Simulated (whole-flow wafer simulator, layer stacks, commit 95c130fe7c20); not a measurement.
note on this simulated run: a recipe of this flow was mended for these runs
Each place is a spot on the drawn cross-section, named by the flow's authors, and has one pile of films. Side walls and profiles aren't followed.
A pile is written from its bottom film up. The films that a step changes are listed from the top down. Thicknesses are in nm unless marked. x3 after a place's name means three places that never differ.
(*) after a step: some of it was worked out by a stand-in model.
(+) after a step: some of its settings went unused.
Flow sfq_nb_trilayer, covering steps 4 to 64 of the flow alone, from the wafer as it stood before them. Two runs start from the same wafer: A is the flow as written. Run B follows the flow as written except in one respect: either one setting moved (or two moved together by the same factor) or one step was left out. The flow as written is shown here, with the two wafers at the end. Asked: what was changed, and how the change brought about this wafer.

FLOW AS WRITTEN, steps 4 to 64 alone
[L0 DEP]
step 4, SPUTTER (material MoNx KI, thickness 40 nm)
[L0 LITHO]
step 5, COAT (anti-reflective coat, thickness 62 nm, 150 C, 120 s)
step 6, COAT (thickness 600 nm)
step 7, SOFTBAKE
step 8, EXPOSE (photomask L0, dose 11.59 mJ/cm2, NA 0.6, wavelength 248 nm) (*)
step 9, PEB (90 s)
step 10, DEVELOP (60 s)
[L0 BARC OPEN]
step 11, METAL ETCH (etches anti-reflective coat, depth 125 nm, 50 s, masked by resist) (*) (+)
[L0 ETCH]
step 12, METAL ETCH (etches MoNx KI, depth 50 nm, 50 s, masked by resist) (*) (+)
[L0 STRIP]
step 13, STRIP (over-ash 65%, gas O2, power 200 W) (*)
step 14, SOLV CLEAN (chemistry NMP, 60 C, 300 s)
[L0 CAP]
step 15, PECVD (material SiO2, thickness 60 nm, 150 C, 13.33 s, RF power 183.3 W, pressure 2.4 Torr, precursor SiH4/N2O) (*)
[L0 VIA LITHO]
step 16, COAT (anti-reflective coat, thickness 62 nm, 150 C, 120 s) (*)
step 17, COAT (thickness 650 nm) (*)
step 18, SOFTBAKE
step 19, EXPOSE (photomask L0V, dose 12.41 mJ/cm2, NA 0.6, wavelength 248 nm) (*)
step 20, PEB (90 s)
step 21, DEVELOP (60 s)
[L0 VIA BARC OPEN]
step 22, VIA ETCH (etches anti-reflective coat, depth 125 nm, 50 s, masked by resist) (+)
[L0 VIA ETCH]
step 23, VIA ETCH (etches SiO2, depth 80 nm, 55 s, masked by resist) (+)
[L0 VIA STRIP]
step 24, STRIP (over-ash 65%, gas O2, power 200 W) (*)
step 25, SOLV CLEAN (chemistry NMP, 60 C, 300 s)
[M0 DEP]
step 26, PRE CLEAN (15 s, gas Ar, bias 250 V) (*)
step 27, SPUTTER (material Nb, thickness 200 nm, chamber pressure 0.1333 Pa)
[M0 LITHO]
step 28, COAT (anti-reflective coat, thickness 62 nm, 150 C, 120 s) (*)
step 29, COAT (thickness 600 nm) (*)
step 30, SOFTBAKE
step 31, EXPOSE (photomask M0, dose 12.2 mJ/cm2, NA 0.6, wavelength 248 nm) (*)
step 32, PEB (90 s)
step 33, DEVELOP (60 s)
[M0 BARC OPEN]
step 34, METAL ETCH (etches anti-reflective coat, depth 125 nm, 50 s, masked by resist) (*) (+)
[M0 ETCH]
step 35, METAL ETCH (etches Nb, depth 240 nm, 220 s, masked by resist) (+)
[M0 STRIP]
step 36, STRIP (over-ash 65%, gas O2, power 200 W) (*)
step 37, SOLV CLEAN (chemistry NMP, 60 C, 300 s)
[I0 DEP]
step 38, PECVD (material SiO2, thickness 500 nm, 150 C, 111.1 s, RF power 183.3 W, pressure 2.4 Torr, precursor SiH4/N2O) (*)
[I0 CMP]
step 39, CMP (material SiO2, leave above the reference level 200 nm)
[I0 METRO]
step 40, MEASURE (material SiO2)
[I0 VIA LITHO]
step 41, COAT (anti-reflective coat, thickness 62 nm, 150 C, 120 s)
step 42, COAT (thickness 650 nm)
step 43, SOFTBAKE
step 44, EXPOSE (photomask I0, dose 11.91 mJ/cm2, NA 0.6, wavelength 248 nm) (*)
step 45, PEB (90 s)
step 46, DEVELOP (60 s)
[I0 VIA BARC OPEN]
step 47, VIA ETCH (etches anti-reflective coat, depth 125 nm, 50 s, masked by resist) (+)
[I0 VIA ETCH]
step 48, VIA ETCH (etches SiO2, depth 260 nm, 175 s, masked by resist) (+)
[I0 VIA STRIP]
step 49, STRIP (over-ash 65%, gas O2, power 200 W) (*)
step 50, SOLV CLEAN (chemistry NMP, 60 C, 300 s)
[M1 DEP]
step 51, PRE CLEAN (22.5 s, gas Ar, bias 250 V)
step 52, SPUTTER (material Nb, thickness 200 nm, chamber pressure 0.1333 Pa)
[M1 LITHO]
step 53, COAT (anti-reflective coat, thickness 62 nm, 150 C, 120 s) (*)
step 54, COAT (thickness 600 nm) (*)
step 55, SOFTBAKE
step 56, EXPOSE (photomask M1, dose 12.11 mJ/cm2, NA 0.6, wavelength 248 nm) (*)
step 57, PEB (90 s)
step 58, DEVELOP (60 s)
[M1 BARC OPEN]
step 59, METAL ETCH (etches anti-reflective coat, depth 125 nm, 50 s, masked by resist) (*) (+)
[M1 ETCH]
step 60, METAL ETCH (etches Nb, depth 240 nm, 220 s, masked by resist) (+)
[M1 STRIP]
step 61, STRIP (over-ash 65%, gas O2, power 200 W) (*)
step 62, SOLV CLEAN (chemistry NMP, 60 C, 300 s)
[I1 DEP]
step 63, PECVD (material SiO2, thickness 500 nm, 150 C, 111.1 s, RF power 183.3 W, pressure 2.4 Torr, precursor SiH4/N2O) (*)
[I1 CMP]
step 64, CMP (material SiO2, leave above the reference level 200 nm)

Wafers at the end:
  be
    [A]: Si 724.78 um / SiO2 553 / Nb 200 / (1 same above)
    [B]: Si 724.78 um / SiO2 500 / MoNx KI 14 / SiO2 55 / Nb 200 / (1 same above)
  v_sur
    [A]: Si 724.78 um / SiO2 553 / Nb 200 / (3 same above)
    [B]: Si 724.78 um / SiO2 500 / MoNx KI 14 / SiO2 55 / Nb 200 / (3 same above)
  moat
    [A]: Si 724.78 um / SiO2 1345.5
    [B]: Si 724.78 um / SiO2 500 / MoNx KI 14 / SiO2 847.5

Cause: step 4, SPUTTER: thickness 64 nm was run, whereas the flow has thickness 40 nm.

The path from the change to this, step by step:
  step 4, SPUTTER (material MoNx KI, thickness 40 nm)
      field_l, v_sur, via_wl and 103 more: A +40 MoNx KI (new film) | B +64 MoNx KI (new film)
  step 12, METAL ETCH (etches MoNx KI, depth 50 nm, 50 s, masked by resist) (*) (+)
      v_sur, via_wl, via_w and 97 more: A -40 MoNx KI (all of it), -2 SiO2 | B -50 MoNx KI
  step 15, PECVD (material SiO2, thickness 60 nm, 150 C, 13.33 s, RF power 183.3 W, pressure 2.4 Torr, precursor SiH4/N2O) (*)
      v_sur, via_wl, via_w and 97 more: A +60 SiO2 | B +60 SiO2 (new film)
  step 16, COAT (anti-reflective coat, thickness 62 nm, 150 C, 120 s) (*)
      field_l: A +50 anti-reflective coat (new film) | B +47.8 anti-reflective coat (new film)
      v_sur: A +78.1 anti-reflective coat (new film) | B +81.2 anti-reflective coat (new film)
      (and at 4 other places as well)
  step 24, STRIP (over-ash 65%, gas O2, power 200 W) (*)
      field_l: A -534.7 KrF-resist-other-grade (all of it), -50 anti-reflective coat (all of it) | B -533.4 KrF-resist-other-grade (all of it), -47.8 anti-reflective coat (all of it)
      v_sur: A -544.6 KrF-resist-other-grade (all of it), -78.1 anti-reflective coat (all of it) | B -545.1 KrF-resist-other-grade (all of it), -81.2 anti-reflective coat (all of it)
      (and at 4 other places as well)
  step 28, COAT (anti-reflective coat, thickness 62 nm, 150 C, 120 s) (*)
      field_l: A +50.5 anti-reflective coat (new film) | B +48.8 anti-reflective coat (new film)
      v_sur: A +78.2 anti-reflective coat (new film) | B +81.3 anti-reflective coat (new film)
      (and at 4 other places as well)
  step 36, STRIP (over-ash 65%, gas O2, power 200 W) (*)
      field_l: A -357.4 KrF-resist-other-grade (all of it), -50.5 anti-reflective coat (all of it) | B -355.9 KrF-resist-other-grade (all of it), -48.8 anti-reflective coat (all of it)
      v_sur: A -367.4 KrF-resist-other-grade (all of it), -78.2 anti-reflective coat (all of it) | B -368.1 KrF-resist-other-grade (all of it), -81.3 anti-reflective coat (all of it)
      (and at 4 other places as well)
  step 39, CMP (material SiO2, leave above the reference level 200 nm)
      field_l, l0_sur, l0r_line_l, l0r_line_c, l0r_line_r: A -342 SiO2 | B -350 SiO2
      l0v: A -277.4 SiO2 | B -285.4 SiO2
If metal films that touch count as one body, be has 2 bodies (between them, from the top down: SiO2 55); the flow as written gives 1 body.
If metal films that touch count as one body, v_sur has 3 bodies (between them, from the top down: SiO2 192.5; SiO2 55); the flow as written gives 2 bodies (between them, from the top down: SiO2 192.5).
If metal films that touch count as one body, moat has 1 body; the flow as written gives 0 bodies.
